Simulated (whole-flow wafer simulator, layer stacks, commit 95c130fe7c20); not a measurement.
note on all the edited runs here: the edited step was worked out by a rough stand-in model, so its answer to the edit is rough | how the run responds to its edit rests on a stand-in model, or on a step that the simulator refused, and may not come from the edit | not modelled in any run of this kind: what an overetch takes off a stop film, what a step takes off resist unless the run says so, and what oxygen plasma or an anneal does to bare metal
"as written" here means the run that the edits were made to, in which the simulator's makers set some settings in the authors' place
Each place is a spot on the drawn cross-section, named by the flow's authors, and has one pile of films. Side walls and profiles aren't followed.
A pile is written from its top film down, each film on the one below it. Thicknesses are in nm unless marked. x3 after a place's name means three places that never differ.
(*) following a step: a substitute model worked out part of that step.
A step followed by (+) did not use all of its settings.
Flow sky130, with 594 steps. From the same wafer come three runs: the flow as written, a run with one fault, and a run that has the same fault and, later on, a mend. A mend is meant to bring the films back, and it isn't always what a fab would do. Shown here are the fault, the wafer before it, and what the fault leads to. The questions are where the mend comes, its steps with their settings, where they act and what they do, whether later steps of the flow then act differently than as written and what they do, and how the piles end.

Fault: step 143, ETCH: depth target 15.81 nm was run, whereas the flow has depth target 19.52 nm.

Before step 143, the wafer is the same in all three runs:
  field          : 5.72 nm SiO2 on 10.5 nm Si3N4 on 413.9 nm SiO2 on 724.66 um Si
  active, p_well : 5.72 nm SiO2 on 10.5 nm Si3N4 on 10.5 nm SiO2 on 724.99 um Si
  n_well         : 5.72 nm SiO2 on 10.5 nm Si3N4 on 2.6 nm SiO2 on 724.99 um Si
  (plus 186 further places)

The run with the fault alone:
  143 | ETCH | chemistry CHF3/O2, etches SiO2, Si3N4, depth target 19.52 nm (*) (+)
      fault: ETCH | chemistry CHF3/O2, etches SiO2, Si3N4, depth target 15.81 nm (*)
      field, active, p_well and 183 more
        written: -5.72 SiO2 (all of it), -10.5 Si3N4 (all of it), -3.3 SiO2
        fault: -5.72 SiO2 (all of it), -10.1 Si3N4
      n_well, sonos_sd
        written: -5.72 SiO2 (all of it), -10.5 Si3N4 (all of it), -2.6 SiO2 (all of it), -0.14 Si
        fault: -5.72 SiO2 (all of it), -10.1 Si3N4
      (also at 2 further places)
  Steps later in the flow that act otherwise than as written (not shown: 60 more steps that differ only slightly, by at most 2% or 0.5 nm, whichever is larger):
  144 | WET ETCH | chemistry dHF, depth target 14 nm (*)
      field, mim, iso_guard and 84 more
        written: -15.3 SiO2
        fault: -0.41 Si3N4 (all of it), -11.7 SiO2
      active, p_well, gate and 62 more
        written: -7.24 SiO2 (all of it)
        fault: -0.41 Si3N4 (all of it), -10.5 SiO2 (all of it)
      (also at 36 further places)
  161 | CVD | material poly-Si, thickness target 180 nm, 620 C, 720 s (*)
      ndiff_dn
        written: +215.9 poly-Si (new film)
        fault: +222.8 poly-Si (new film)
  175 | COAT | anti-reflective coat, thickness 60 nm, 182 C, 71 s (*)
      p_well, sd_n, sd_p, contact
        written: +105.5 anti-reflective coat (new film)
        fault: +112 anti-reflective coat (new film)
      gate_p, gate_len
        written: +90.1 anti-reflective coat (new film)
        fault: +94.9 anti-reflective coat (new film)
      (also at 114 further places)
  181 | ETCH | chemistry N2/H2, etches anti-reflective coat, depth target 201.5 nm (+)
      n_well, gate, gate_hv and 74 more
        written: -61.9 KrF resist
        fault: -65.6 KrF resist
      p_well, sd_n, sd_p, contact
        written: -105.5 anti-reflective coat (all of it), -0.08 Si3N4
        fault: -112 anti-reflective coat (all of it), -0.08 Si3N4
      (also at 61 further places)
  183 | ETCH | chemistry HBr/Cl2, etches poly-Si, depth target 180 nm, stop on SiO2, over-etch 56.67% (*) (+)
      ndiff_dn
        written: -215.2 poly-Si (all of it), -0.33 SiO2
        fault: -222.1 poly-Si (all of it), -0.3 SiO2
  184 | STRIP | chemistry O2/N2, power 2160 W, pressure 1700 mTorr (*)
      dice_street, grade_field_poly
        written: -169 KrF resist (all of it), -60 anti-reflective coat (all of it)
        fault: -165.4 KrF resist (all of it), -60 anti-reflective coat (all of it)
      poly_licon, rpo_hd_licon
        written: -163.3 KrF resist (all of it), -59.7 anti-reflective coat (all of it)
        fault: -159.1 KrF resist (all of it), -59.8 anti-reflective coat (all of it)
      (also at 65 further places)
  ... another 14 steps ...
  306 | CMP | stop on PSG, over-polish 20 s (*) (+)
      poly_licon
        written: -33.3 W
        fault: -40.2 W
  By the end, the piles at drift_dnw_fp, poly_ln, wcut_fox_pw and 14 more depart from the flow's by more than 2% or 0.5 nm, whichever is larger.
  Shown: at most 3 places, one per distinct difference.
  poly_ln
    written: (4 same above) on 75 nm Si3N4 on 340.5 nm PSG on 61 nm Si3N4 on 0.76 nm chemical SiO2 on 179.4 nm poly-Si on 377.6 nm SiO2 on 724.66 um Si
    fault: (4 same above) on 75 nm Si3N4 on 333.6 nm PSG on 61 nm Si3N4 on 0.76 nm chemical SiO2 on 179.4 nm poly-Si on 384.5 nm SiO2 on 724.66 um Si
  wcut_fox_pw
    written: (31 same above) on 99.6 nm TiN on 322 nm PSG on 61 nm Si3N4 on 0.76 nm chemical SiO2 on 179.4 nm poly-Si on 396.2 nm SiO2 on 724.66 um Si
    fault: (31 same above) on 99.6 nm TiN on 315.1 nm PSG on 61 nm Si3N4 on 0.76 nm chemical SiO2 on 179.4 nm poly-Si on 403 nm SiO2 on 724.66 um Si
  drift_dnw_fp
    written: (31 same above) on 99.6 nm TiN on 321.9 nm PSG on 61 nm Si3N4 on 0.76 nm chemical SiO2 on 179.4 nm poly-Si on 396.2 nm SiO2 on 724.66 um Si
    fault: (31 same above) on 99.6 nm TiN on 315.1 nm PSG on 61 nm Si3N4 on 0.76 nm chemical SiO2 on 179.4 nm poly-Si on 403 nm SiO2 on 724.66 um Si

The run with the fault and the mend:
  The mend follows step 143.
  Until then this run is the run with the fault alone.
  143a | ETCH | chemistry CHF3/O2, etches SiO2, Si3N4, depth target 3.709 nm (*) (+) (a further turn of the flow's step 143, with different settings)
      field, active, p_well and 183 more
        -0.41 Si3N4 (all of it), -3.3 SiO2
      n_well, sonos_sd
        -0.41 Si3N4 (all of it), -2.6 SiO2 (all of it), -0.14 Si
      sonos_cell, sonos_cell_x
        -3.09 resist
  Later steps of the flow that are run all act as written at every place that is followed, up to a difference of at most 2% or 0.5 nm, whichever is larger.
  By the end, the piles equal the flow's at every place that both follow.
